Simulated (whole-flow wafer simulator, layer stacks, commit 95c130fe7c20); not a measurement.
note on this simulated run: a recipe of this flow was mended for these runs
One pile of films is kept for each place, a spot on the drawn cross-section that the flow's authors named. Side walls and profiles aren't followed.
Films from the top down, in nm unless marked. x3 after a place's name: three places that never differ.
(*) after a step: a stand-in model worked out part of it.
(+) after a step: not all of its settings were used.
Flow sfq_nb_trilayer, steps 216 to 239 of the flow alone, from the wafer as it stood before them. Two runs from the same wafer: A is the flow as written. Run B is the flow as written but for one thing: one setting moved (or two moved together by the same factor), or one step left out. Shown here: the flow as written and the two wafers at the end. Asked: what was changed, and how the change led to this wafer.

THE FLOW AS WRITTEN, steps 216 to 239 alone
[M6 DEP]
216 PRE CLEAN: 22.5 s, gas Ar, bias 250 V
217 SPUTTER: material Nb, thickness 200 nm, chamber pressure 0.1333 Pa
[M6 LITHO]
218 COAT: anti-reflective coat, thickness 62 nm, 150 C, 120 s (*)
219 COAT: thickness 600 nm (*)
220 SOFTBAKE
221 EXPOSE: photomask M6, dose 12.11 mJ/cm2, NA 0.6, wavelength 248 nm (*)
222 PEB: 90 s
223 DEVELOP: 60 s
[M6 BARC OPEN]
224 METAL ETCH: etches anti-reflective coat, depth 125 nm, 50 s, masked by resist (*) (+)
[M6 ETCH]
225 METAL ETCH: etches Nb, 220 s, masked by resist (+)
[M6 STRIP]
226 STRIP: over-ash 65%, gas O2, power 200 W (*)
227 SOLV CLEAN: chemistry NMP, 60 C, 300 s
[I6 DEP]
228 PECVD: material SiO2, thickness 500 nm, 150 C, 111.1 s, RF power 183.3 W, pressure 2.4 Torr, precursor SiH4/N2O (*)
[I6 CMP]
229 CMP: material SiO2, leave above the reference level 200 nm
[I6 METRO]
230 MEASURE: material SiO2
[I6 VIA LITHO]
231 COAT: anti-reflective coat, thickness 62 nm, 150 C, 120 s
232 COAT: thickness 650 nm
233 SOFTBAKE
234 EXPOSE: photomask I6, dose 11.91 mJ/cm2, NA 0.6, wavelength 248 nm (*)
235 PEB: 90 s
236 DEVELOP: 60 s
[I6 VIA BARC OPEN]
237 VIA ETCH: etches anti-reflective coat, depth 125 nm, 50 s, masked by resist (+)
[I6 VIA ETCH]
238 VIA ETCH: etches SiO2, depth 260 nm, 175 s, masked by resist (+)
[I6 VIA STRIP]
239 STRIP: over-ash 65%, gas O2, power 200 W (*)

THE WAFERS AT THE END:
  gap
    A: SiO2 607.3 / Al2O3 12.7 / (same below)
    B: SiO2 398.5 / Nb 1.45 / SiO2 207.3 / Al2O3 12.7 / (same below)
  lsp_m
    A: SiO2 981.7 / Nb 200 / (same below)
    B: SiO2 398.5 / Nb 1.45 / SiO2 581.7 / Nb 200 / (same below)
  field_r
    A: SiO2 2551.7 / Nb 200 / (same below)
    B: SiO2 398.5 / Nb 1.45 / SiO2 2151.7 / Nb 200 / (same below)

The cause: step 225, METAL ETCH: 182 s was run, where the flow has 220 s.

How the change led to this, step by step:
  225 METAL ETCH: etches Nb, 220 s, masked by resist (+)
      field_l, gap, moat and 76 more: A Nb -200 (all of it), SiO2 -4 | B Nb -198.5
      v_sur, via_wl, via_w and 24 more: A KrF-resist-other-grade -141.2 | B KrF-resist-other-grade -116.8
  226 STRIP: over-ash 65%, gas O2, power 200 W (*)
      wl_j_sl, wl_j_sr: A KrF-resist-other-grade -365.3 (all of it), anti-reflective coat -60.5 (all of it) | B KrF-resist-other-grade -389.7 (all of it), anti-reflective coat -60.5 (all of it)
      m6r_line_l x2: A KrF-resist-other-grade -364.6 (all of it), anti-reflective coat -62 (all of it) | B KrF-resist-other-grade -389 (all of it), anti-reflective coat -62 (all of it)
      (and at 23 more places)
  228 PECVD: material SiO2, thickness 500 nm, 150 C, 111.1 s, RF power 183.3 W, pressure 2.4 Torr, precursor SiH4/N2O (*)
      field_l, p4_fl x5, p4_w1 x9 and 50 more: A SiO2 +500 | B SiO2 +500 (new film)
      moat, field_r, lsp_l, ln_m5, lsp_m: A SiO2 +493.5 | B SiO2 +493.7 (new film)
      (and at 9 more places)
  229 CMP: material SiO2, leave above the reference level 200 nm
      field_l, p4_fl x5, p4_w1 x9 and 47 more: A SiO2 -96 | B SiO2 -101.5
      moat, field_r, lsp_l, ln_m5, lsp_m: A SiO2 -89.5 | B SiO2 -95.1
      (and at 8 more places)
Counting metal films that touch as one body, gap has 3 bodies (between them, from the top down: SiO2 207.3 / Al2O3 12.7 / Nb2O5 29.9; SiO2 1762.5); the flow as written gives 2 bodies (between them, from the top down: SiO2 1762.5).
Counting metal films that touch as one body, lsp_m has 3 bodies (between them, from the top down: SiO2 581.7; SiO2 1370); the flow as written gives 2 bodies (between them, from the top down: SiO2 1370).
Counting metal films that touch as one body, field_r has 2 bodies (between them, from the top down: SiO2 2151.7); the flow as written gives 1 body.
